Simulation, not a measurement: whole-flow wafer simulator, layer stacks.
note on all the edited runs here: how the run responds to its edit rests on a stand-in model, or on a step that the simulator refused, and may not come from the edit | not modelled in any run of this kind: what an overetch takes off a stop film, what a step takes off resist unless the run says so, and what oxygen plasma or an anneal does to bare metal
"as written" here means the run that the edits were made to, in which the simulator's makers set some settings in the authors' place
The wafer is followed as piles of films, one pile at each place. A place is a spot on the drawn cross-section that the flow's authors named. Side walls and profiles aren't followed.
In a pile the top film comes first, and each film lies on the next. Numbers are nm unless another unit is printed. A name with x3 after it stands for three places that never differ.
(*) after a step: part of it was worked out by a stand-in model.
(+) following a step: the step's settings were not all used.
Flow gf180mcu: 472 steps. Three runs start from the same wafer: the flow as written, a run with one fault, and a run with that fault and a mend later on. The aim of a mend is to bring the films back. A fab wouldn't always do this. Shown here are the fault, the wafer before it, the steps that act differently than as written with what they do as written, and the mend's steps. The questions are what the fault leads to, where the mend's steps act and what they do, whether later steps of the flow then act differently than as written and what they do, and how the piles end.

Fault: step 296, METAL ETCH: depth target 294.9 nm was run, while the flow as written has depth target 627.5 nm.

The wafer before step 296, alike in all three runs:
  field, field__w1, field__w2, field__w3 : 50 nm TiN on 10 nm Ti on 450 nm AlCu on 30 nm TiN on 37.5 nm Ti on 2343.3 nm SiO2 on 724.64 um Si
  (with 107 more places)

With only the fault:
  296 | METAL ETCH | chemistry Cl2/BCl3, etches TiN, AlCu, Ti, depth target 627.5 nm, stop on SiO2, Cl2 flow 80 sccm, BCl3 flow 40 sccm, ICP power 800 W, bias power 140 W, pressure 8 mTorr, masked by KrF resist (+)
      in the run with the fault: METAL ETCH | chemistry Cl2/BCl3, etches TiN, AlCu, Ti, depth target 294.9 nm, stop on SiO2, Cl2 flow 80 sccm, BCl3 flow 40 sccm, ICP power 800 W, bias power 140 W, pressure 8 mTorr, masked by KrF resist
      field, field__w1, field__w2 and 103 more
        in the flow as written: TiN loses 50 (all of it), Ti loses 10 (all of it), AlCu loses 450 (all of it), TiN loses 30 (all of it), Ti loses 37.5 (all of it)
        in the run with the fault: TiN loses 50 (all of it), Ti loses 10 (all of it), AlCu loses 234.9
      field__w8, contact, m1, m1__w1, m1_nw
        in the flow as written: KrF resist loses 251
        in the run with the fault: KrF resist loses 118
  Later steps of the flow acting differently than as written:
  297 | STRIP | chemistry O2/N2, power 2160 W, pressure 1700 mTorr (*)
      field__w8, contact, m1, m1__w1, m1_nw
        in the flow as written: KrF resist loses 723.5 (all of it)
        in the run with the fault: KrF resist loses 856.6 (all of it)
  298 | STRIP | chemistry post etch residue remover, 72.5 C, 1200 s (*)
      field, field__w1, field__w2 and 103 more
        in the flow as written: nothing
        in the run with the fault: AlCu loses 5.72
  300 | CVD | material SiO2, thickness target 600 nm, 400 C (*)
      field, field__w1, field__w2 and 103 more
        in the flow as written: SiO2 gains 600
        in the run with the fault: SiO2 gains 600 (new film)
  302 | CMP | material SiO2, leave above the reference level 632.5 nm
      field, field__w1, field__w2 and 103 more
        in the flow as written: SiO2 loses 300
        in the run with the fault: SiO2 loses 576.9
  At field, field__w1, field__w2 and 104 more, the piles at the end differ from the flow's by more than 2% or 0.5 nm, whichever is larger.
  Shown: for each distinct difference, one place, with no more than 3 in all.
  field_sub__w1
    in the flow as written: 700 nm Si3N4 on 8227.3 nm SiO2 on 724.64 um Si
    in the run with the fault: 700 nm Si3N4 on 5607.1 nm SiO2 on 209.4 nm AlCu on 30 nm TiN on 37.5 nm Ti on 2343.2 nm SiO2 on 724.64 um Si
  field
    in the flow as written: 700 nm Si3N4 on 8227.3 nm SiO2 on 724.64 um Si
    in the run with the fault: 700 nm Si3N4 on 5607.1 nm SiO2 on 209.4 nm AlCu on 30 nm TiN on 37.5 nm Ti on 2343.3 nm SiO2 on 724.64 um Si
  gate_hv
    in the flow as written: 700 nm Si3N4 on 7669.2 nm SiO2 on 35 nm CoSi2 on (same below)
    in the run with the fault: 700 nm Si3N4 on 5607.1 nm SiO2 on 209.4 nm AlCu on 30 nm TiN on 37.5 nm Ti on 1785.1 nm SiO2 on 35 nm CoSi2 on (same below)

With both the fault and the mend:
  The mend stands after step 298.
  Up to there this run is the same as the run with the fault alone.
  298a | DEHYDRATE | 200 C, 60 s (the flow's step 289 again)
      leaves every film unchanged at each place that is followed
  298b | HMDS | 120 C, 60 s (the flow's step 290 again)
      leaves every film unchanged at each place that is followed
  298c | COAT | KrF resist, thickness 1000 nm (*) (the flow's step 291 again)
      iso_ptap_pw, iso_ntap_nw, iso_nw_fld and 33 more
        KrF resist gains 1000 (new film)
      field__w5, field__w9, field__w10 and 15 more
        KrF resist gains 1002 (new film)
      field__w6, field_sub__w2, field_sub__w4 and 15 more
        KrF resist gains 1001.9 (new film)
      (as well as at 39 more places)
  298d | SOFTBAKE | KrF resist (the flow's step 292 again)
      leaves every film unchanged at each place that is followed
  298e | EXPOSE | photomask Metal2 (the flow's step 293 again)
      leaves every film unchanged at each place that is followed
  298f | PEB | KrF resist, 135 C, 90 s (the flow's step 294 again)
      field__w1, field__w2, field__w3 and 58 more
        KrF resist loses 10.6
      iso_ptap_pw, iso_ntap_nw, iso_nw_fld and 33 more
        KrF resist loses 10.5
      sd_p, gate_p, nw_sep_fld, polyc_n
        KrF resist loses 10.7
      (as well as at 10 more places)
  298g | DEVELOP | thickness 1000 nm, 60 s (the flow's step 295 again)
      iso_ptap_pw, iso_ntap_nw, iso_nw_fld and 33 more
        KrF resist loses 989.5 (all of it)
      field_sub__w2, field_sub__w4, ld_sd_n and 12 more
        KrF resist loses 991.3 (all of it)
      field__w5, field__w6, field__w9 and 9 more
        KrF resist loses 991.4 (all of it)
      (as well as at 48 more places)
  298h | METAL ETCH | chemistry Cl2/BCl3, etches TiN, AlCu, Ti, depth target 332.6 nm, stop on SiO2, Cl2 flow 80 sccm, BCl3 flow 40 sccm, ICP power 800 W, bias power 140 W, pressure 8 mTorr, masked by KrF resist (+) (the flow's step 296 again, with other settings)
      field, field__w1, field__w2 and 103 more
        AlCu loses 209.4 (all of it), TiN loses 30 (all of it), Ti loses 37.5 (all of it)
      field__w8, contact, m1, m1__w1, m1_nw
        KrF resist loses 133
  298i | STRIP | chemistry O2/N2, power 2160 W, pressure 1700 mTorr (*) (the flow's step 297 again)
      field__w8
        KrF resist loses 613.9 (all of it)
      contact
        KrF resist loses 612.2 (all of it)
      m1
        KrF resist loses 613.8 (all of it)
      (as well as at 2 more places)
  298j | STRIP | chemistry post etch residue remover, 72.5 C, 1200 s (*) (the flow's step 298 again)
      field__w8, contact, m1, m1__w1, m1_nw
        TiN loses 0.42
  None of the later steps of the flow differs from how it acts as written, at any place that is followed, by more than 2% or 0.5 nm, whichever is larger.
  When the end is reached, the piles differ only a little from the flow's at the places that both follow, at most by 2% or 0.5 nm, whichever is larger.
